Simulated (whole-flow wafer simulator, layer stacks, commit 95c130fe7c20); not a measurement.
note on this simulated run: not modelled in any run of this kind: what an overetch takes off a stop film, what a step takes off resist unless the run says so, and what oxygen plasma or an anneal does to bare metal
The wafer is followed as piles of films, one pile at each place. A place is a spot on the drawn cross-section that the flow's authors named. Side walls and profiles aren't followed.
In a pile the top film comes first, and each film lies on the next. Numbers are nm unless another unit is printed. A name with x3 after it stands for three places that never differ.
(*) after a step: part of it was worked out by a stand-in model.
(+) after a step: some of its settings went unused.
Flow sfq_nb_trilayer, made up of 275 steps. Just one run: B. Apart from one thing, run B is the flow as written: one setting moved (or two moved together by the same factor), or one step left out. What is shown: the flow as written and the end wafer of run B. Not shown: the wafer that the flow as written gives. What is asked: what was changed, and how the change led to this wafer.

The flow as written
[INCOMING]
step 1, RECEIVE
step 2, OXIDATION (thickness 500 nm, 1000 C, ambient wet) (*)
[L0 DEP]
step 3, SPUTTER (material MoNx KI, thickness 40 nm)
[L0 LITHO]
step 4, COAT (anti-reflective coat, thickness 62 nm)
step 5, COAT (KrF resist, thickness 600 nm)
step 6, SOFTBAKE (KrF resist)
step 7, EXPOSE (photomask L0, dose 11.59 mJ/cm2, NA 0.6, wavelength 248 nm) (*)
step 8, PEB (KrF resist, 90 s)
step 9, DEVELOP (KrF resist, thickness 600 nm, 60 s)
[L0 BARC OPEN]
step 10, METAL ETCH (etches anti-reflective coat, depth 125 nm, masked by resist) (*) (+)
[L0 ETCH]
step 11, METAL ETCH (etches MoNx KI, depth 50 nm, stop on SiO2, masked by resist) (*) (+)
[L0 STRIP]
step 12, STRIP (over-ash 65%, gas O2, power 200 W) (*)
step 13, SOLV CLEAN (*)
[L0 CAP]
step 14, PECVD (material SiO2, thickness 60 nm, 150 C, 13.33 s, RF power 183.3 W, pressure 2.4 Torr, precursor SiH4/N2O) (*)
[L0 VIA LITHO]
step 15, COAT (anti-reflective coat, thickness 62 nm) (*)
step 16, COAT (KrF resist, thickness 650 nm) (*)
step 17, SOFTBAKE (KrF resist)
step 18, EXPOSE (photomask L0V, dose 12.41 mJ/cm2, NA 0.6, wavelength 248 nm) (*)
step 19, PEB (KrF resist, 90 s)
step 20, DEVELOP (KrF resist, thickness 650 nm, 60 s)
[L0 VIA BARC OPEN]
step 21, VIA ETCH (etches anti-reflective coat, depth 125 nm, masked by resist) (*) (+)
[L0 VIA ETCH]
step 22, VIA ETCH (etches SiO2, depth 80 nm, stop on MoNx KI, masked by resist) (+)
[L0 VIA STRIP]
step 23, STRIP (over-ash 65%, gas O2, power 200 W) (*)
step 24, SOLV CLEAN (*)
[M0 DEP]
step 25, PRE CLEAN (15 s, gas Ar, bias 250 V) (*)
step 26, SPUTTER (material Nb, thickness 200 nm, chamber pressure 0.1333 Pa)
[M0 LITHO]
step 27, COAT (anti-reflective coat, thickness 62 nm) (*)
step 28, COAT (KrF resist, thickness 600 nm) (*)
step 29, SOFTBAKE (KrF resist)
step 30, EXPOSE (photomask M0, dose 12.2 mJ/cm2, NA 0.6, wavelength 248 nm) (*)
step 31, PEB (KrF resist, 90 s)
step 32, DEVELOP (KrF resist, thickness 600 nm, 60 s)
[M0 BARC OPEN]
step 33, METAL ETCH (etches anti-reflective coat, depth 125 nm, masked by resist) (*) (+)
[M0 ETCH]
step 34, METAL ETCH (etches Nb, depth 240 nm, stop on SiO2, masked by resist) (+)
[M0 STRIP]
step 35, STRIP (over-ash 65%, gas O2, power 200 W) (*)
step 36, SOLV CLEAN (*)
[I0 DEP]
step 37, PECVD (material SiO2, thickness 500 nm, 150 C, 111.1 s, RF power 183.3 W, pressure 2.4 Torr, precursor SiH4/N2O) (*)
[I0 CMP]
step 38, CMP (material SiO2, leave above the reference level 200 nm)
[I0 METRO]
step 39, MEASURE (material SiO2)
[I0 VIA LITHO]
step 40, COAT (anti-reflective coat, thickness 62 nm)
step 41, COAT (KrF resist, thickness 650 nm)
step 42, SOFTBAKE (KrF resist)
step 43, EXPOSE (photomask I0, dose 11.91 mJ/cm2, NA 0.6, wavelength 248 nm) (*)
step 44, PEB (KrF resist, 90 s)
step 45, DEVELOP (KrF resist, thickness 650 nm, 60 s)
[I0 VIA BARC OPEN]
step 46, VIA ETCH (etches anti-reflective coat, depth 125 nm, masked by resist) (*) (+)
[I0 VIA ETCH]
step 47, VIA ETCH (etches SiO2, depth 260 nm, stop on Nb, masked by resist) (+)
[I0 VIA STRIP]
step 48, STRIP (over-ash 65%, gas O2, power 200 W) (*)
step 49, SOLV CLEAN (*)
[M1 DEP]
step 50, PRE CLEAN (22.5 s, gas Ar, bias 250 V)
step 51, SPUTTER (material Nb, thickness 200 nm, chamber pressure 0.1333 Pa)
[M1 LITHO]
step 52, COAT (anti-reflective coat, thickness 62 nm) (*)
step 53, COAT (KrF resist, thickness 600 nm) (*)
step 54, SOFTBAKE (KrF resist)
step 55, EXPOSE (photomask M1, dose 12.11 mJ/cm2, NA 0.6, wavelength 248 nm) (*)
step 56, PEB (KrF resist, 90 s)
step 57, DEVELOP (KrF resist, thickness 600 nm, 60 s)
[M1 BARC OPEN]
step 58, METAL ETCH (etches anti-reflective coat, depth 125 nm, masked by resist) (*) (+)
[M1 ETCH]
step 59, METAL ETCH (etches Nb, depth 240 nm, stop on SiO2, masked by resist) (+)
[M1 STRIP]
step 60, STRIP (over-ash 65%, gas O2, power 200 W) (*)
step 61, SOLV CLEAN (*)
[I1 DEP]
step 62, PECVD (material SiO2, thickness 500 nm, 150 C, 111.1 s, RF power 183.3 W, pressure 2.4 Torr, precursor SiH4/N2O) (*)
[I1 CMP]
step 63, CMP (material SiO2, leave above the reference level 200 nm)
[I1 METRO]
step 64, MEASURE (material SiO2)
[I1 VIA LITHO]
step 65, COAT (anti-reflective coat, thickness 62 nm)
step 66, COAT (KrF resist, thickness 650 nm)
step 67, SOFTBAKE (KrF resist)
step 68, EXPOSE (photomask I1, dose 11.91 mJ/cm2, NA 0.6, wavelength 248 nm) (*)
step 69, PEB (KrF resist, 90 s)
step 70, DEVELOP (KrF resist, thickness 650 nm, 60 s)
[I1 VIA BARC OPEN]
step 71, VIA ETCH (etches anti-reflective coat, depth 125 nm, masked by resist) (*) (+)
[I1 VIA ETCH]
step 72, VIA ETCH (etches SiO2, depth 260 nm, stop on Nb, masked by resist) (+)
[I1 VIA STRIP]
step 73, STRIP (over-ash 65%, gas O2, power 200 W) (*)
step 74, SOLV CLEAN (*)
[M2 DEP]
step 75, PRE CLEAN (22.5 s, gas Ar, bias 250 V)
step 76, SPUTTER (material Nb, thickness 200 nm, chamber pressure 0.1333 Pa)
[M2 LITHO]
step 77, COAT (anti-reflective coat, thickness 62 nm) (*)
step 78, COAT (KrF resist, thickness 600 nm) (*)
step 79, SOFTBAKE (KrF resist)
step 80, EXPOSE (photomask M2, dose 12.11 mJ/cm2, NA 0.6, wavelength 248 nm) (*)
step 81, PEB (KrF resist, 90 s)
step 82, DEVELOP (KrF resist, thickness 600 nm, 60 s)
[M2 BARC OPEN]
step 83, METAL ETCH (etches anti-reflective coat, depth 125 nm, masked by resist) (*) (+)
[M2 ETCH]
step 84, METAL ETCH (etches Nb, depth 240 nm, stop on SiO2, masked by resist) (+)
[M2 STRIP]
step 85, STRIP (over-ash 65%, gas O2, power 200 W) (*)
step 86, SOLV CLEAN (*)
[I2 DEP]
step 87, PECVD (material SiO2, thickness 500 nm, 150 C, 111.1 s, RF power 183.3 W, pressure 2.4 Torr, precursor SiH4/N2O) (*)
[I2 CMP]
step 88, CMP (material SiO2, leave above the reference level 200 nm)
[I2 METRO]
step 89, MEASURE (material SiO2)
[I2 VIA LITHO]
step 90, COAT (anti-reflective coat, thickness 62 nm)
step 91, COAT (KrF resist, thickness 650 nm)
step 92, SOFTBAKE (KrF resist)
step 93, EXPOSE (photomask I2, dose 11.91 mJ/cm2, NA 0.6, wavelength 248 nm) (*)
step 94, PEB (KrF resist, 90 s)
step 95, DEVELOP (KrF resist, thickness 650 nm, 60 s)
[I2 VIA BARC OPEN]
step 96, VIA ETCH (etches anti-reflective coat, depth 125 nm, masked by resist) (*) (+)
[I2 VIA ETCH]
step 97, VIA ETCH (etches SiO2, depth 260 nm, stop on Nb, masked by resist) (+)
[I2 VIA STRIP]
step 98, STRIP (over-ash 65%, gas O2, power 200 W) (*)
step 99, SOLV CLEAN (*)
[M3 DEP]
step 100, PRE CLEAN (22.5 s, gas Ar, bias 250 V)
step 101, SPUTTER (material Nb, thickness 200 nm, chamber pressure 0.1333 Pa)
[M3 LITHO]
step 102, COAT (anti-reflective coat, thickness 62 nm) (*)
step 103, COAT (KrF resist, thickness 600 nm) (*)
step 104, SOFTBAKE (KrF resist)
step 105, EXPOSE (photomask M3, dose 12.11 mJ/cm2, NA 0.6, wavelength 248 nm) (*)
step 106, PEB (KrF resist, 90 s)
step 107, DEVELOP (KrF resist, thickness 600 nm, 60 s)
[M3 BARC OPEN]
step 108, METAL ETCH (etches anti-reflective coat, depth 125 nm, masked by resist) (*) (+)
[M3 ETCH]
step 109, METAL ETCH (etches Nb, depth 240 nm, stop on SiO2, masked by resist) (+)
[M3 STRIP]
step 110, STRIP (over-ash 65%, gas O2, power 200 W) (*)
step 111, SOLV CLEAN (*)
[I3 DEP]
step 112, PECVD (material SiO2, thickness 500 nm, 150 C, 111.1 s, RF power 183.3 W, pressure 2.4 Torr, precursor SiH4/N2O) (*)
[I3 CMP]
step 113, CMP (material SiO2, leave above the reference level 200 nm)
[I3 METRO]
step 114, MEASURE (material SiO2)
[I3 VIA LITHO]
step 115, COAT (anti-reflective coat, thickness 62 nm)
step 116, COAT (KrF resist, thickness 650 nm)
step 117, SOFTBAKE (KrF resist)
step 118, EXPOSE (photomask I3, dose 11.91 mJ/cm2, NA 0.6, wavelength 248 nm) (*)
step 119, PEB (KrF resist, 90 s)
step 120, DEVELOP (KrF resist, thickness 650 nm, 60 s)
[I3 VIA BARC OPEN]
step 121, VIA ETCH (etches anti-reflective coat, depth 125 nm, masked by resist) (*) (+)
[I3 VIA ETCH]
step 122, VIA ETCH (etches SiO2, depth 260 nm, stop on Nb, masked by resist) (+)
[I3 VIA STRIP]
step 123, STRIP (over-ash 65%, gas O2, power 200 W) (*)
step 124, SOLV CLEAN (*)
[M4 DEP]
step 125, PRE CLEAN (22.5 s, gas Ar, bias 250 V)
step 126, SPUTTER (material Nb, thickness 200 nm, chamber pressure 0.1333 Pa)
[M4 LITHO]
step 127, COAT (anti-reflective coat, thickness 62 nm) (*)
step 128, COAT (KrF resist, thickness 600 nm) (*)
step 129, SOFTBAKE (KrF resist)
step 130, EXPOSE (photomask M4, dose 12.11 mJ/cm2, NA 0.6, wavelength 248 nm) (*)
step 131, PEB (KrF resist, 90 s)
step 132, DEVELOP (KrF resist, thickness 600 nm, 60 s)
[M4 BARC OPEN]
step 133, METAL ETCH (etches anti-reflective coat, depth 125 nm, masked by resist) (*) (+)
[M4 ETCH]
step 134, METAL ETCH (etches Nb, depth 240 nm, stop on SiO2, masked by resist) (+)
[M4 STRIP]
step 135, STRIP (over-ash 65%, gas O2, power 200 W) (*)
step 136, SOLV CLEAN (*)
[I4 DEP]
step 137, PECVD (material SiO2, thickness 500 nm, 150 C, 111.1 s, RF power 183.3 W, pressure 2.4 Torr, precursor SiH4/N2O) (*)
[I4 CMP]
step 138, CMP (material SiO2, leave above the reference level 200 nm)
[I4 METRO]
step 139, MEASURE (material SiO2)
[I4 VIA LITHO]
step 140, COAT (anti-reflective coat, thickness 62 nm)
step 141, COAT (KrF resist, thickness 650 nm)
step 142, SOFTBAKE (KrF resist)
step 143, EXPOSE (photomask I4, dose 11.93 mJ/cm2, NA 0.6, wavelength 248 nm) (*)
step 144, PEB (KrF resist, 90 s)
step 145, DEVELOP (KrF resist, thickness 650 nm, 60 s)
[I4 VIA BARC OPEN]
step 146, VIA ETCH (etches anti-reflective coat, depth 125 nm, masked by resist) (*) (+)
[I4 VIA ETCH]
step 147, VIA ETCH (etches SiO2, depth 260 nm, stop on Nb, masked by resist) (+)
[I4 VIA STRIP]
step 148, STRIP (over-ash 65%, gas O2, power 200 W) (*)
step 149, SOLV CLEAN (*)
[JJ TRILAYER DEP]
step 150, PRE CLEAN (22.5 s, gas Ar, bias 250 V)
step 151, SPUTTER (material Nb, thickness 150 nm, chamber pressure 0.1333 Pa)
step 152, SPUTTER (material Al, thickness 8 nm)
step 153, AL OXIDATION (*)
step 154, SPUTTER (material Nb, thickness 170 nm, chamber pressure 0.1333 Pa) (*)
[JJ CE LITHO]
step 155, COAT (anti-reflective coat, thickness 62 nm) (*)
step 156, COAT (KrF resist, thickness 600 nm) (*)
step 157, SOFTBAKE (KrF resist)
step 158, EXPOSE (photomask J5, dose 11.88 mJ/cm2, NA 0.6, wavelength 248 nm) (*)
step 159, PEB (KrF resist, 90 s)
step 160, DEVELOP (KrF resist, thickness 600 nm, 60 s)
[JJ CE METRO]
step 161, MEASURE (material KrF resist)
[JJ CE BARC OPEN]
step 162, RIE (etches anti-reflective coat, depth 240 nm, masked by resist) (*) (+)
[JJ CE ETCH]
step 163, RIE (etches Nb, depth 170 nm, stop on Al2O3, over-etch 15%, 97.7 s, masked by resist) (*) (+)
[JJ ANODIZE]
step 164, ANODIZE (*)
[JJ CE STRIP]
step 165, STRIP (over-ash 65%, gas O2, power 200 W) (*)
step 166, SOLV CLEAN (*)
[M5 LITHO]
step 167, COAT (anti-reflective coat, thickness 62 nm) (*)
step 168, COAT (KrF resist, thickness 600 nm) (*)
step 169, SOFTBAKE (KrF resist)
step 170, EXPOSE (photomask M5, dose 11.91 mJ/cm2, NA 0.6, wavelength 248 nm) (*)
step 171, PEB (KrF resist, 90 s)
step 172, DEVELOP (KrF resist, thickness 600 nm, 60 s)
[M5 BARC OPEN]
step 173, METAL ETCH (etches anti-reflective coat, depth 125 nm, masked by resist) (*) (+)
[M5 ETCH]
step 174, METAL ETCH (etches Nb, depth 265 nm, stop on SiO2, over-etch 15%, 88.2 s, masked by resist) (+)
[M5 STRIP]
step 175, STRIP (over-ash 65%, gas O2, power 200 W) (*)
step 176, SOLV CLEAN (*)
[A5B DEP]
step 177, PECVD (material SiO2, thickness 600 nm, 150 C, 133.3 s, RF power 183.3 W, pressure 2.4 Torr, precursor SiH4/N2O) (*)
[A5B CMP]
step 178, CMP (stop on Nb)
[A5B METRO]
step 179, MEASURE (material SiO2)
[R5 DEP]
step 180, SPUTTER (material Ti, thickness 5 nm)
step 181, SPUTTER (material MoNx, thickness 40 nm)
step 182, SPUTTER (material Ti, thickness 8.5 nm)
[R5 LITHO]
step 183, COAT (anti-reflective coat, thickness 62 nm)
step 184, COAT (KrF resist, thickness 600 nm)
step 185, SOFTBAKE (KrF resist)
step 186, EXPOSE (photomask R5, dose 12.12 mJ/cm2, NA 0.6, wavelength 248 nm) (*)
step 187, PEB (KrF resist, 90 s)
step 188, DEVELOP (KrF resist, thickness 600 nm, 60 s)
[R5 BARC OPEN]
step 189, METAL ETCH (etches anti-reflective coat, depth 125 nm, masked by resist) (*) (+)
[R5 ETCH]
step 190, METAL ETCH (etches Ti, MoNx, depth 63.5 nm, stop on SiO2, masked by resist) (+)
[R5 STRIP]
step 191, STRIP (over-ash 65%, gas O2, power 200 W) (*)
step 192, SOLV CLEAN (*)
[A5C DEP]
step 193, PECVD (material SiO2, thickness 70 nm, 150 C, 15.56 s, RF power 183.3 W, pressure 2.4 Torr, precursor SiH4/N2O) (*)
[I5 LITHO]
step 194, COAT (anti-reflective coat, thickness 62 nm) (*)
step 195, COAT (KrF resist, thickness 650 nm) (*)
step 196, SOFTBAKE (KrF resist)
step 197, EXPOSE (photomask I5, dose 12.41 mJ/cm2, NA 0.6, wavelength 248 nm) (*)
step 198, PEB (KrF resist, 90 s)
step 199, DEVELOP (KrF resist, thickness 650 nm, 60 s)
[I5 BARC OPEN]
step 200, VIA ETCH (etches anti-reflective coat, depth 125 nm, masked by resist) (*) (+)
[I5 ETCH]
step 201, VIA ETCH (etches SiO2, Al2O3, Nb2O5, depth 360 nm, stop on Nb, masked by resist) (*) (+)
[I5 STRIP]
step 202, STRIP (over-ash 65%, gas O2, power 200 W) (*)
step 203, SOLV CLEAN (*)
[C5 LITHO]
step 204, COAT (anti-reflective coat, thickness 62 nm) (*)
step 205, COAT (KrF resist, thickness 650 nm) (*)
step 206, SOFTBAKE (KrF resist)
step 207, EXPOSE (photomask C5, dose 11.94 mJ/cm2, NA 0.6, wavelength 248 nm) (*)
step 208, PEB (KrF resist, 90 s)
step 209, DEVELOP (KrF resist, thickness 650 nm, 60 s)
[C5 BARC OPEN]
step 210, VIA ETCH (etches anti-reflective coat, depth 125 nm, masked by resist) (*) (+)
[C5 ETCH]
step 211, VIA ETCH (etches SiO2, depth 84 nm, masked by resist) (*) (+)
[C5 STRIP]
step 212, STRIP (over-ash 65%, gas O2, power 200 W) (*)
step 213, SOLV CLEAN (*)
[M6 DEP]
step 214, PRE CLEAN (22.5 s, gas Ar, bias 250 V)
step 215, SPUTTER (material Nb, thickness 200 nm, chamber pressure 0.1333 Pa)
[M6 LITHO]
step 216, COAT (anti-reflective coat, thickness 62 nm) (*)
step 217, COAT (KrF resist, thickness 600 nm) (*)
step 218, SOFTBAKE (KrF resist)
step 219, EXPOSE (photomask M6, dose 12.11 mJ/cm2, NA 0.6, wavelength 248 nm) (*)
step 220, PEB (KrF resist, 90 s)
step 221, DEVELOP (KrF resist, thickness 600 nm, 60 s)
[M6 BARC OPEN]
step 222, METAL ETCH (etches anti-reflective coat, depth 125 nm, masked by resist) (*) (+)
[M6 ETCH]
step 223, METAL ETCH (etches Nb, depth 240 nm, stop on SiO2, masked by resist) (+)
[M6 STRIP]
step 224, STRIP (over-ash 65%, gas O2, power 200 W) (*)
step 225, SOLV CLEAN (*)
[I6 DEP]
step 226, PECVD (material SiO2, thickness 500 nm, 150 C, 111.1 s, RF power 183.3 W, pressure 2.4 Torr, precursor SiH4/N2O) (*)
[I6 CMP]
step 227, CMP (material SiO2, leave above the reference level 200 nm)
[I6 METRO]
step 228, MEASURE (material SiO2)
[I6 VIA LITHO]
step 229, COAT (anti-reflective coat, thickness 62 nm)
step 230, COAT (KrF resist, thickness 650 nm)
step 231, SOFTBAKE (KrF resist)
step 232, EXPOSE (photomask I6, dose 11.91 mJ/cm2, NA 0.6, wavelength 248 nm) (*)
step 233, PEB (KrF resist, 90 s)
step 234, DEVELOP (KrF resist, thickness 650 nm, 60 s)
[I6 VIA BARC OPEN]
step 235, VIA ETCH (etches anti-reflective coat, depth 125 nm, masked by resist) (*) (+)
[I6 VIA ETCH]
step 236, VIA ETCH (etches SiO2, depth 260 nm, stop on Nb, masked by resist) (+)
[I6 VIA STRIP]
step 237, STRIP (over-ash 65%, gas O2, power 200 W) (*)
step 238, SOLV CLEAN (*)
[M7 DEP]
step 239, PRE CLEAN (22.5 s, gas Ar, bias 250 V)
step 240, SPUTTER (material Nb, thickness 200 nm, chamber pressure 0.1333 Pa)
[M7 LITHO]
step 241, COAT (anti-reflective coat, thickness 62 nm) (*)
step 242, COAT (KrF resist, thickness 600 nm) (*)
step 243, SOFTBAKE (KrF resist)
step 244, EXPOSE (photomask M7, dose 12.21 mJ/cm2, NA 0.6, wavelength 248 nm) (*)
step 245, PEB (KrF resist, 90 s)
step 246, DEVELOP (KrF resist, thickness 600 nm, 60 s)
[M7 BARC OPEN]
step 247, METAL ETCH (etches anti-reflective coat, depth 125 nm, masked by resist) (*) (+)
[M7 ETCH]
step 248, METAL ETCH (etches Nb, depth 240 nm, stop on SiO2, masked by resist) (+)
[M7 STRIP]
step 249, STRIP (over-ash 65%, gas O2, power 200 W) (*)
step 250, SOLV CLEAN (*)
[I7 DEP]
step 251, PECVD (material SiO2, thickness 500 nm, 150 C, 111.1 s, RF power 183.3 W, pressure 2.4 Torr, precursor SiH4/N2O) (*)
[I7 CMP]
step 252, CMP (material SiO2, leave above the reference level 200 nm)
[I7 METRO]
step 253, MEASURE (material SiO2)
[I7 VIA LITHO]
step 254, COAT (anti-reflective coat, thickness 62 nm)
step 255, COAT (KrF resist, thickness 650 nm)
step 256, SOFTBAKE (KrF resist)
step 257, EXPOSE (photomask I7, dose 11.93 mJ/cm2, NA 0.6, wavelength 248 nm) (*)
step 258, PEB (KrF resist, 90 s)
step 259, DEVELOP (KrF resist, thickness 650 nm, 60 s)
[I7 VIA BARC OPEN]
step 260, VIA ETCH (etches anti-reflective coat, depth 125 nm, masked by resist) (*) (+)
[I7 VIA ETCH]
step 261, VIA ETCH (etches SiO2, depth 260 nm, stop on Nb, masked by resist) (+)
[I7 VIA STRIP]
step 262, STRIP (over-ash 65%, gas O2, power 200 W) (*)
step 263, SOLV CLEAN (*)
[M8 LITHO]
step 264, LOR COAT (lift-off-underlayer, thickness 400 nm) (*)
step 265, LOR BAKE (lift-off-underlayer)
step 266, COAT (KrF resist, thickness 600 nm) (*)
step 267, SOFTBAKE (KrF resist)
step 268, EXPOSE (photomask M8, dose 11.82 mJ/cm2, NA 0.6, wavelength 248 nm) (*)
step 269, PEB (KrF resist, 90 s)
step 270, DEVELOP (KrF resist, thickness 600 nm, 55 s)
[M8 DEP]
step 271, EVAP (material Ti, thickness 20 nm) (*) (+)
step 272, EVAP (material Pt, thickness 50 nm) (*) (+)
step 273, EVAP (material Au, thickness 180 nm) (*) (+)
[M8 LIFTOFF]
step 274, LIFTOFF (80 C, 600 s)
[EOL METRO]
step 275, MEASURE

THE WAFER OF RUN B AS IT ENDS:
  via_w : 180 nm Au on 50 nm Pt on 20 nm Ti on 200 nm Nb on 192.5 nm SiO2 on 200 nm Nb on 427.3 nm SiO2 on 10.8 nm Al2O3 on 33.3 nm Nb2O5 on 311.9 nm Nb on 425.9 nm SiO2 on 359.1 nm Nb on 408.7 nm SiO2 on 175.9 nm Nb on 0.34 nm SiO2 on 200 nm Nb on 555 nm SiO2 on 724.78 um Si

Cause: step 47, VIA ETCH: depth 192 nm was run, whereas the flow has depth 260 nm.

Step by step, how the change led to this:
  step 47, VIA ETCH (etches SiO2, depth 260 nm, stop on Nb, masked by resist) (+)
      via_w: SiO2 loses 192 (in the flow as written it would be: SiO2 loses 199.8 (all of it))
      field_l, v_sur, via_wl and 102 more: KrF resist loses 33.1 (in the flow as written it would be: KrF resist loses 44.8)
  step 48, STRIP (over-ash 65%, gas O2, power 200 W) (*)
      field_l, v_sur, via_wl and 102 more: KrF resist loses 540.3 (all of it), anti-reflective coat loses 62 (all of it) (in the flow as written it would be: KrF resist loses 528.6 (all of it), anti-reflective coat loses 62 (all of it))
  step 50, PRE CLEAN (22.5 s, gas Ar, bias 250 V)
      via_w: SiO2 loses 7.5 (in the flow as written it would be: Nb loses 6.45)
  step 51, SPUTTER (material Nb, thickness 200 nm, chamber pressure 0.1333 Pa)
      via_w: Nb gains 175.9 (new film) (in the flow as written it would be: Nb gains 174.5)
  step 52, COAT (anti-reflective coat, thickness 62 nm) (*)
      via_wr: anti-reflective coat gains 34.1 (new film) (in the flow as written it would be: anti-reflective coat gains 34.9 (new film))
  step 60, STRIP (over-ash 65%, gas O2, power 200 W) (*)
      via_wr: KrF resist loses 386 (all of it), anti-reflective coat loses 34.1 (all of it) (in the flow as written it would be: KrF resist loses 384.4 (all of it), anti-reflective coat loses 34.9 (all of it))
Taking metal films that touch as one body, via_w has 6 bodies (between them, from the top down: SiO2 192.5; SiO2 427.3 / Al2O3 10.8 / Nb2O5 33.3; SiO2 425.9; SiO2 408.7; SiO2 0.34); the flow as written gives 5 bodies (between them, from the top down: SiO2 192.5; SiO2 427.3 / Al2O3 10.8 / Nb2O5 33.3; SiO2 425.9; SiO2 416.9).
